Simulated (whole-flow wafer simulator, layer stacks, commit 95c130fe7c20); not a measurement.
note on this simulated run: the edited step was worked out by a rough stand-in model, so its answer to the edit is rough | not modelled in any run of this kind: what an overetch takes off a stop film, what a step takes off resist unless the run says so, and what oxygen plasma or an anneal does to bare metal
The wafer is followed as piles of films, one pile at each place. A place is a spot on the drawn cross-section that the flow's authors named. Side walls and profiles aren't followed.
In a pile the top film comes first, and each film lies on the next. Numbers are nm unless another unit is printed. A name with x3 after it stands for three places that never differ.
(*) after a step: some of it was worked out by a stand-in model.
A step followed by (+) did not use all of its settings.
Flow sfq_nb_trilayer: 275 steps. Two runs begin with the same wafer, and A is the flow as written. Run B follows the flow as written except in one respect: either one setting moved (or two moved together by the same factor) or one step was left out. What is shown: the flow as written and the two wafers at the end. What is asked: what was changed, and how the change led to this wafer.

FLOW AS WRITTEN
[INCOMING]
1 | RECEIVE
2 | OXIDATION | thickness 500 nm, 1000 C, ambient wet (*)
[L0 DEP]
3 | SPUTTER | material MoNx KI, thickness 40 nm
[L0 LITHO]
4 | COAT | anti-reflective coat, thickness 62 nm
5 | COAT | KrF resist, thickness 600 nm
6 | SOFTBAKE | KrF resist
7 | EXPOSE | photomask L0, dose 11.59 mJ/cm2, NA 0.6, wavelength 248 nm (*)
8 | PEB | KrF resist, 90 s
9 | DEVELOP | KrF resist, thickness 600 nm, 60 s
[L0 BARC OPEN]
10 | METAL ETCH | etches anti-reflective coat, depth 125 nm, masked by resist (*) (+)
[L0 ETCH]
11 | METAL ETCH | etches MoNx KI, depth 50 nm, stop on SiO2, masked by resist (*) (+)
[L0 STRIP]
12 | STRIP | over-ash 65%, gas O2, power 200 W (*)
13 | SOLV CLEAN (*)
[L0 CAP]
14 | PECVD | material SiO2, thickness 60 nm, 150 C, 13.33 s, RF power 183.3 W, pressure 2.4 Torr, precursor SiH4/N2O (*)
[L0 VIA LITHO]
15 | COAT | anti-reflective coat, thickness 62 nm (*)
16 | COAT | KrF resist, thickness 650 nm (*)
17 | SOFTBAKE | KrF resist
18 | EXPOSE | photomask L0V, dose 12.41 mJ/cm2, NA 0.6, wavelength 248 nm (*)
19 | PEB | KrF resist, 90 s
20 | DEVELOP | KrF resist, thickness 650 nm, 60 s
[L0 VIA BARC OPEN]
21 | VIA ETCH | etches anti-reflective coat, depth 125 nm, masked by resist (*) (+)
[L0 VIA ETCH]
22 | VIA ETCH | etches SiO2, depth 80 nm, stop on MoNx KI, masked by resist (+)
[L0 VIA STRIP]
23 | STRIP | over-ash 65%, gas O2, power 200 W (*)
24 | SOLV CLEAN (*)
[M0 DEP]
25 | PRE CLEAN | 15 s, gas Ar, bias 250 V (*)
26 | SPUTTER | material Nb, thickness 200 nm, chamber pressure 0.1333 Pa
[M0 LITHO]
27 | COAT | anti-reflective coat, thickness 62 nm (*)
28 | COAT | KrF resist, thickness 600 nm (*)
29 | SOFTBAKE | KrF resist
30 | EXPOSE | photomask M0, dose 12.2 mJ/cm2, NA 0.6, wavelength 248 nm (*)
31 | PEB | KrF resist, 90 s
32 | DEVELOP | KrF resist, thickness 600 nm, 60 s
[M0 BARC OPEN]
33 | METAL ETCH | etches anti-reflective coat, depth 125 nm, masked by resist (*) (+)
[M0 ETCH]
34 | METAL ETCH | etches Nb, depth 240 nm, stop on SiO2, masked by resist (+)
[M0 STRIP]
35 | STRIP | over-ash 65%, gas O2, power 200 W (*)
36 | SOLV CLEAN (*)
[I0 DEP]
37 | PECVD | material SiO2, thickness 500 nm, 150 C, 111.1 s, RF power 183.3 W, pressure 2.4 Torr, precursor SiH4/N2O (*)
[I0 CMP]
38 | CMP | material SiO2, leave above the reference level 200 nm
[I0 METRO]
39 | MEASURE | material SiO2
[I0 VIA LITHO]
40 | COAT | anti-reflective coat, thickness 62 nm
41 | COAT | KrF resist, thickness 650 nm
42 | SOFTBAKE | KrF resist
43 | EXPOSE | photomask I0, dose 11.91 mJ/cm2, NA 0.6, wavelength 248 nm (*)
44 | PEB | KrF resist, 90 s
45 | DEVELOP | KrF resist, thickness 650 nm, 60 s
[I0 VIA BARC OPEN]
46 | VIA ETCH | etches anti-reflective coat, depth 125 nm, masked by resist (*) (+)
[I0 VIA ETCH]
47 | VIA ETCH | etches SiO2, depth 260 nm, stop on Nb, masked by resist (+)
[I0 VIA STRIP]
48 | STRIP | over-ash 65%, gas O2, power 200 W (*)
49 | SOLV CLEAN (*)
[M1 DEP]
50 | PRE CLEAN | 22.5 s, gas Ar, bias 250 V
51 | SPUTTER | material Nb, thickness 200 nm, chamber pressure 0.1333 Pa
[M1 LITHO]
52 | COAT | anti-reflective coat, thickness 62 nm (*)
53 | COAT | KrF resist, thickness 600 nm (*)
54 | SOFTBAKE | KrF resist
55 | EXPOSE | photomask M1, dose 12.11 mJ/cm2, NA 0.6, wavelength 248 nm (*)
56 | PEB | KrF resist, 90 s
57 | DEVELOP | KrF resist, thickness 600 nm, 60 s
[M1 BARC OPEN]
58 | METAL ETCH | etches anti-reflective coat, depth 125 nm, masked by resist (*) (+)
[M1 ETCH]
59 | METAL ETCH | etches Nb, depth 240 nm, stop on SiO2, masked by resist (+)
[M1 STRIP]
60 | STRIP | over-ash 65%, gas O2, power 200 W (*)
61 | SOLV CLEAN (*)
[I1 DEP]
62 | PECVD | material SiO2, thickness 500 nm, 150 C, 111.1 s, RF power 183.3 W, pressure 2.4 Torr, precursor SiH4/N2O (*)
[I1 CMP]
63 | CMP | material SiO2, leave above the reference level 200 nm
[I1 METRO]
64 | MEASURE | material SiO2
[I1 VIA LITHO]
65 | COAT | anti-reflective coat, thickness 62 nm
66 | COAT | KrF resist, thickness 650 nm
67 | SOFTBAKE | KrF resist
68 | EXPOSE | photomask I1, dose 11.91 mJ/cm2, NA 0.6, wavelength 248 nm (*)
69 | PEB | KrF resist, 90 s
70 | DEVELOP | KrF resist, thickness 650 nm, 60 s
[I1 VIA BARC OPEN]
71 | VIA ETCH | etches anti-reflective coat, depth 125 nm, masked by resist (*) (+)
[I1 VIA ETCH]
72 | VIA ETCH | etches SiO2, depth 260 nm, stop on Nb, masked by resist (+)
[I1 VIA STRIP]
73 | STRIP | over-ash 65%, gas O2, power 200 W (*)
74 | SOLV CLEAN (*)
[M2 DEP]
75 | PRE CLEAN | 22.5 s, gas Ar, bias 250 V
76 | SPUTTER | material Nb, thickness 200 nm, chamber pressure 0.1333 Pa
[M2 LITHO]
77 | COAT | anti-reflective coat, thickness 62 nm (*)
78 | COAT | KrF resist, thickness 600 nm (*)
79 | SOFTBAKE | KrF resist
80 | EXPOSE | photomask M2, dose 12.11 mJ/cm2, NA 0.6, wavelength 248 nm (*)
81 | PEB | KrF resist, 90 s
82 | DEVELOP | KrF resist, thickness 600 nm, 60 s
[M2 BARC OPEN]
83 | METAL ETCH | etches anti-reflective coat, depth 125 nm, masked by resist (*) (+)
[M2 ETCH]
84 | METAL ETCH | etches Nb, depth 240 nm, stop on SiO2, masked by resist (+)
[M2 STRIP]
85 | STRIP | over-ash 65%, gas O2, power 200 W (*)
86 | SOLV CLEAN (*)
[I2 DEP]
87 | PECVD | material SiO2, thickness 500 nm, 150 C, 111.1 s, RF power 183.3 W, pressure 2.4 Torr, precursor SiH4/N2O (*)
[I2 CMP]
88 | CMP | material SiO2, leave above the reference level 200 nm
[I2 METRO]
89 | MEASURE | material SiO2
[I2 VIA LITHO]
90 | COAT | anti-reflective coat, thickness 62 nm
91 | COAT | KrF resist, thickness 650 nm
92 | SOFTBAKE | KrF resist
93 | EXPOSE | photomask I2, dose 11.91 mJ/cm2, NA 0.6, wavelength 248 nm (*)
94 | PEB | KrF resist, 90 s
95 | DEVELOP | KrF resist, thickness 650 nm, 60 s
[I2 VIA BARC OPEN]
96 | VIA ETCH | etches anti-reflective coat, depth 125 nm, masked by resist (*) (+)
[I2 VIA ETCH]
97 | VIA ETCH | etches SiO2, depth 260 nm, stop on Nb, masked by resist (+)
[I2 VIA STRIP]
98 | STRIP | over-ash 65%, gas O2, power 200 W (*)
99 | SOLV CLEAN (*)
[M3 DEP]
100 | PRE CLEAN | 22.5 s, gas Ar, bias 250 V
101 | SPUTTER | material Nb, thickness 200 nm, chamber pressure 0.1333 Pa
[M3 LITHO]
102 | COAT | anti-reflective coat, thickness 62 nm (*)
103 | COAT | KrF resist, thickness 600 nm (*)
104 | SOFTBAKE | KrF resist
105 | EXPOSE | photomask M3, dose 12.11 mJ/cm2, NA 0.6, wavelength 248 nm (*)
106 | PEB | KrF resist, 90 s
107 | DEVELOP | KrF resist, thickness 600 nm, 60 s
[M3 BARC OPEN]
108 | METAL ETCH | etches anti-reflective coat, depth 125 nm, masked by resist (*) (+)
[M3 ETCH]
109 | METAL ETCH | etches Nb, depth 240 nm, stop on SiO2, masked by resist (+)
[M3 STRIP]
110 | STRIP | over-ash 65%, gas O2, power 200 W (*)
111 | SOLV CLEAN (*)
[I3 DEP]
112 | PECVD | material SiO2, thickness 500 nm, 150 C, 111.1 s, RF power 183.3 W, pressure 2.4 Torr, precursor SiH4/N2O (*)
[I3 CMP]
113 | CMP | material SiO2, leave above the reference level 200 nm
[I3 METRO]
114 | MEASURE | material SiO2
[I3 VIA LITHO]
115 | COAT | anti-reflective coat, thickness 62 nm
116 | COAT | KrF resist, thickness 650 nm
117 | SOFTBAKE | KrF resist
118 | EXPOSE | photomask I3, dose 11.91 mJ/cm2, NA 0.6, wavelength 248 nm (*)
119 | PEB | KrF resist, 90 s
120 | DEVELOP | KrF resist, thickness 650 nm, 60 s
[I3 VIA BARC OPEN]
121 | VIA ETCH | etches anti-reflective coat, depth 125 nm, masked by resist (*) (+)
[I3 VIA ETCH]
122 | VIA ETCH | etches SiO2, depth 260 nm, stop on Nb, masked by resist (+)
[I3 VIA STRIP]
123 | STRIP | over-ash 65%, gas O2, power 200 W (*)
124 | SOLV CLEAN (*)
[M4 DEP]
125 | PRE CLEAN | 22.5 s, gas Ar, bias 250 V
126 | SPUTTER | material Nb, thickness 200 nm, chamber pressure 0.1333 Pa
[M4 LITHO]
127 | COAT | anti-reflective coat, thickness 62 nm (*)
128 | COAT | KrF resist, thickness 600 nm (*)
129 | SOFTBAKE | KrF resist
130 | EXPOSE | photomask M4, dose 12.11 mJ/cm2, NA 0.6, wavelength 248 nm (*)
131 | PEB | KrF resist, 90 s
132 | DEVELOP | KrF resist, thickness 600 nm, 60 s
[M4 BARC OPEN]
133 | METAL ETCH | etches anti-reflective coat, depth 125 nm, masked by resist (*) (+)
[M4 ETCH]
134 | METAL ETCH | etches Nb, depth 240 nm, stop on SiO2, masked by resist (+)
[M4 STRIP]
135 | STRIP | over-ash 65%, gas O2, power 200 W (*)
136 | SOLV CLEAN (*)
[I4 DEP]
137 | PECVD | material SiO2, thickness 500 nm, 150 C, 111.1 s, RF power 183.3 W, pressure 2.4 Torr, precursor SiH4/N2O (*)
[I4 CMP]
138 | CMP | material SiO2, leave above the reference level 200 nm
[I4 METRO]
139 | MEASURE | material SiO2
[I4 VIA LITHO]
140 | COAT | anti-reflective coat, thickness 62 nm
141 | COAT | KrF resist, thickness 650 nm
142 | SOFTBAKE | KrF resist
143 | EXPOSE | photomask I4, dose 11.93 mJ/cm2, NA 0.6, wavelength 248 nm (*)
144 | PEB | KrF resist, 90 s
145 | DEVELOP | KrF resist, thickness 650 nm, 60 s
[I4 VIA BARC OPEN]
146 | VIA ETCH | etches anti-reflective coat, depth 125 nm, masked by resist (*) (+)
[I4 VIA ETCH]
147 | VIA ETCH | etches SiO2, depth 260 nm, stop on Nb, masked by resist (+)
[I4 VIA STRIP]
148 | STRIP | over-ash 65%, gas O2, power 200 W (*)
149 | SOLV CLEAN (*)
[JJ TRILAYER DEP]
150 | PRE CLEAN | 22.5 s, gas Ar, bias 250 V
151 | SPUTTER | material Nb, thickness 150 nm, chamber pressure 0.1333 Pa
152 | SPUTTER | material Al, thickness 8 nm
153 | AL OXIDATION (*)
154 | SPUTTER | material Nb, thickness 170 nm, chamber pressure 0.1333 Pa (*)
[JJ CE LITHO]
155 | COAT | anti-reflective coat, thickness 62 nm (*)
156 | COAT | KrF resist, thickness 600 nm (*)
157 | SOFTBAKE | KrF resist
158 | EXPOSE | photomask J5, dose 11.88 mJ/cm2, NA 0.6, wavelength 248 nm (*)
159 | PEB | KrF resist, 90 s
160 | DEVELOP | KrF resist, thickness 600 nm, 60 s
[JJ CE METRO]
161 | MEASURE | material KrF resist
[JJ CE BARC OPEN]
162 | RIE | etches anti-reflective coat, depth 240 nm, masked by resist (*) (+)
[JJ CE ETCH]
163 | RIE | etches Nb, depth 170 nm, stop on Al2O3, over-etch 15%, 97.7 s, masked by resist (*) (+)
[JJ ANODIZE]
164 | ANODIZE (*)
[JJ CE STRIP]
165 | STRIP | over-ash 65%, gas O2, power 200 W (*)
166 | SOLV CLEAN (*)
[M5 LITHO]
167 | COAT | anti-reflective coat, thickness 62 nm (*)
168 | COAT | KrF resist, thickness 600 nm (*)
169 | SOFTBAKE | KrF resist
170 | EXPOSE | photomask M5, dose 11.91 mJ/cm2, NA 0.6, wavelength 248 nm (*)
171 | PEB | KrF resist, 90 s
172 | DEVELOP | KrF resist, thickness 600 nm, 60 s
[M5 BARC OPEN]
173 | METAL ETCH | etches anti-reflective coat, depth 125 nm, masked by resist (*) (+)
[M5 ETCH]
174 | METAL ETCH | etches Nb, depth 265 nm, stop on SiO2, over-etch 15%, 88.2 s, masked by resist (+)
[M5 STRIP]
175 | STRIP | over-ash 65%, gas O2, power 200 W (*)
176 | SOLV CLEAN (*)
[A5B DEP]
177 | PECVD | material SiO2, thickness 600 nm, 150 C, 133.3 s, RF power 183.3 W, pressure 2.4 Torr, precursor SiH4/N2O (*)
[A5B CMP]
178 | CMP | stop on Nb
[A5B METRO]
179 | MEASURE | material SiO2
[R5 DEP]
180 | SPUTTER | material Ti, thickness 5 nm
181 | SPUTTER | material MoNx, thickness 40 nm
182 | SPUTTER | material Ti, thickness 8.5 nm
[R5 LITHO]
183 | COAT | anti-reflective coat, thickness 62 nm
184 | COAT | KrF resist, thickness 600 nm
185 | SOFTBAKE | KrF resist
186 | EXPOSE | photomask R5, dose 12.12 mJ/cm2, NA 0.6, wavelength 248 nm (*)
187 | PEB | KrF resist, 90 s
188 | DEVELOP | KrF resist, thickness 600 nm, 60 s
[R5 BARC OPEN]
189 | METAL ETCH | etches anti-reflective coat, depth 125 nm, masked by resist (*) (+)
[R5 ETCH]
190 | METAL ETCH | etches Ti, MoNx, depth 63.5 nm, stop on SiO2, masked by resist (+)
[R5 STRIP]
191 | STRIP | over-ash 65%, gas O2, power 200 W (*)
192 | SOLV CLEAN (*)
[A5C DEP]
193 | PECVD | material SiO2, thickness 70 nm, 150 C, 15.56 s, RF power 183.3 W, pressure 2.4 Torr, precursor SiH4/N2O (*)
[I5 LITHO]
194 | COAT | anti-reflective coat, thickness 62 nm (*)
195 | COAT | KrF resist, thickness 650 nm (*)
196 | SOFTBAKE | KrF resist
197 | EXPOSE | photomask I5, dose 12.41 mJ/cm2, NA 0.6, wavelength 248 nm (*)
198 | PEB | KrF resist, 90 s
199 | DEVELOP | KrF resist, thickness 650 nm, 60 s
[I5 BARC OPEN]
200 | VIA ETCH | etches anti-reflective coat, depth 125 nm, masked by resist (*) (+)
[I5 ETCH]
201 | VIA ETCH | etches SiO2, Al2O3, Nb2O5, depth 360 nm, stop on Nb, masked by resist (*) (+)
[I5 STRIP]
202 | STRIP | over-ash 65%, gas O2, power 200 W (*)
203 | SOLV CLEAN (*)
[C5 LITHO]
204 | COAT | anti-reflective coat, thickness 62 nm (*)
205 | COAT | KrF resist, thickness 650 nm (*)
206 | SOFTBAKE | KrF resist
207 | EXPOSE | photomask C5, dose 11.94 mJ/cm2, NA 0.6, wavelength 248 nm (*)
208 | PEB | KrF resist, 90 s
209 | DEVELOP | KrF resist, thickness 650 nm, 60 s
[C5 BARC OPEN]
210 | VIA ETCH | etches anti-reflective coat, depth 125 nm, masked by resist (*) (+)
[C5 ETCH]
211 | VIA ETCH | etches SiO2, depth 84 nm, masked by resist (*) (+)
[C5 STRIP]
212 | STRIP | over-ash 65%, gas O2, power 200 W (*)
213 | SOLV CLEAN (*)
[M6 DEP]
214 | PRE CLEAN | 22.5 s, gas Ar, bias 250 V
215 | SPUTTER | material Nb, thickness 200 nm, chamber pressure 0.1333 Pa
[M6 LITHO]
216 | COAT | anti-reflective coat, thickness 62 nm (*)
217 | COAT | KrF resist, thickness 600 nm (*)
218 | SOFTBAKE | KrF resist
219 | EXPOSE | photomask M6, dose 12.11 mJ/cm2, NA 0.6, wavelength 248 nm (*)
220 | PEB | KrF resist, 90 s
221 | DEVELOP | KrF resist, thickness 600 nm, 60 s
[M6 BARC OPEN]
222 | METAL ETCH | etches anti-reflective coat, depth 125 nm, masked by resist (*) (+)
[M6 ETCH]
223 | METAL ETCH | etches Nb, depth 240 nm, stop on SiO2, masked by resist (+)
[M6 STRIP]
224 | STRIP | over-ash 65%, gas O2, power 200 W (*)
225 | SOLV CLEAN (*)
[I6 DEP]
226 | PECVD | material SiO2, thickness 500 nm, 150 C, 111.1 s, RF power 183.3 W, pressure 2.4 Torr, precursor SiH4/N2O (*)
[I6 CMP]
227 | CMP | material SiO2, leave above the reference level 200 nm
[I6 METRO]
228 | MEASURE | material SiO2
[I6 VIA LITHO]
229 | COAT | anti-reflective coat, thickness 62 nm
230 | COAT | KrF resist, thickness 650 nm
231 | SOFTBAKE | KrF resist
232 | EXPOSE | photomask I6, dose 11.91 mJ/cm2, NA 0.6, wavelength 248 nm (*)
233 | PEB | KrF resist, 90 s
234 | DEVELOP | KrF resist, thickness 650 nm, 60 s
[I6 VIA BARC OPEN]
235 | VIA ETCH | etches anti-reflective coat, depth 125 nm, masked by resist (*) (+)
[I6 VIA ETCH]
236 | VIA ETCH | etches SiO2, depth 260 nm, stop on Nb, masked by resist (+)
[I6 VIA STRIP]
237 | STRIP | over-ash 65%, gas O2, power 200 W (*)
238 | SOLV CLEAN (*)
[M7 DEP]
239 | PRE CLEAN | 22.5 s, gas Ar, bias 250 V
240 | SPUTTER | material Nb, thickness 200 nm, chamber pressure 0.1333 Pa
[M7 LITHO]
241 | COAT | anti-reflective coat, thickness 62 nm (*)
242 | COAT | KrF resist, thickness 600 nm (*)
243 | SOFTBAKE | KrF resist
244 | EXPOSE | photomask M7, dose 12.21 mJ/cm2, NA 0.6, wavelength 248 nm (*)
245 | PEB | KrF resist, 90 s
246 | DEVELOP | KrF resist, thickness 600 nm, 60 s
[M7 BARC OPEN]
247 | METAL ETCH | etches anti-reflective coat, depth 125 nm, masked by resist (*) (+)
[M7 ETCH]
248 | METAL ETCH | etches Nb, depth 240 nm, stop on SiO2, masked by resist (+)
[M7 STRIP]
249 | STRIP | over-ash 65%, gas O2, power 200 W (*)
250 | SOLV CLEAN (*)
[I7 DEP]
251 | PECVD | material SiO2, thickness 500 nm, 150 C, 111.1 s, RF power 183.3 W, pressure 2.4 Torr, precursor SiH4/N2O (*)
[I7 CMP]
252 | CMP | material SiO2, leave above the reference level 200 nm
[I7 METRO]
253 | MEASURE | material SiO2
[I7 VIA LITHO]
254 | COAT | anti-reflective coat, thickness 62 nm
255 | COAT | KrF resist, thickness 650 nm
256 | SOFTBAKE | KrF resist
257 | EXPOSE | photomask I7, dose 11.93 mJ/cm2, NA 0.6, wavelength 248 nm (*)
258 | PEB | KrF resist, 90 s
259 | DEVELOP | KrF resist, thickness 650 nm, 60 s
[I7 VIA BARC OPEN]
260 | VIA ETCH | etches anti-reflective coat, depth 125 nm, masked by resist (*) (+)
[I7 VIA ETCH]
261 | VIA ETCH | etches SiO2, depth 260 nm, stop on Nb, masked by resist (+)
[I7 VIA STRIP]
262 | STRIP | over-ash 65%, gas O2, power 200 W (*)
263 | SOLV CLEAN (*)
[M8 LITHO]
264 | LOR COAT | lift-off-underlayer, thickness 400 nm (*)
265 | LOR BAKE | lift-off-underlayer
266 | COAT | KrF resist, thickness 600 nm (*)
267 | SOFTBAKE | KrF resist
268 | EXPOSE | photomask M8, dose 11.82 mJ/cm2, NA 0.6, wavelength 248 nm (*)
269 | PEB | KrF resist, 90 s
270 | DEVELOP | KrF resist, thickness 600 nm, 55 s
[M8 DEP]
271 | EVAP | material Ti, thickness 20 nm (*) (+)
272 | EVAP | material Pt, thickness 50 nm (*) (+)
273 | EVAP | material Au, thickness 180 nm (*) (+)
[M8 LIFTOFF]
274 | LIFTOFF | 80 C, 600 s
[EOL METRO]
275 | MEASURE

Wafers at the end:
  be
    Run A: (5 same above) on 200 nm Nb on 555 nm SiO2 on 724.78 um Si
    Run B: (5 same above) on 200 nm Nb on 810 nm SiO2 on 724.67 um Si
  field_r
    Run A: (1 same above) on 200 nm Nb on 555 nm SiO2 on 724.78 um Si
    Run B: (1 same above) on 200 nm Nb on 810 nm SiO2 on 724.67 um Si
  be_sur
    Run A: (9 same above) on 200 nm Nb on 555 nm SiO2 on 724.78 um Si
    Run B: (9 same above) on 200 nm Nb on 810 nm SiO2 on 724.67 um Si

The reason: step 2, OXIDATION: thickness 755 nm was run, whereas the flow has thickness 500 nm.

How this came from the change, step by step:
  2 | OXIDATION | thickness 500 nm, 1000 C, ambient wet (*)
      field_l, v_sur, via_wl and 103 more: A +500 SiO2 (new film), -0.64 chemical SiO2 (all of it), -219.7 Si | B +755 SiO2 (new film), -0.64 chemical SiO2 (all of it), -331.9 Si
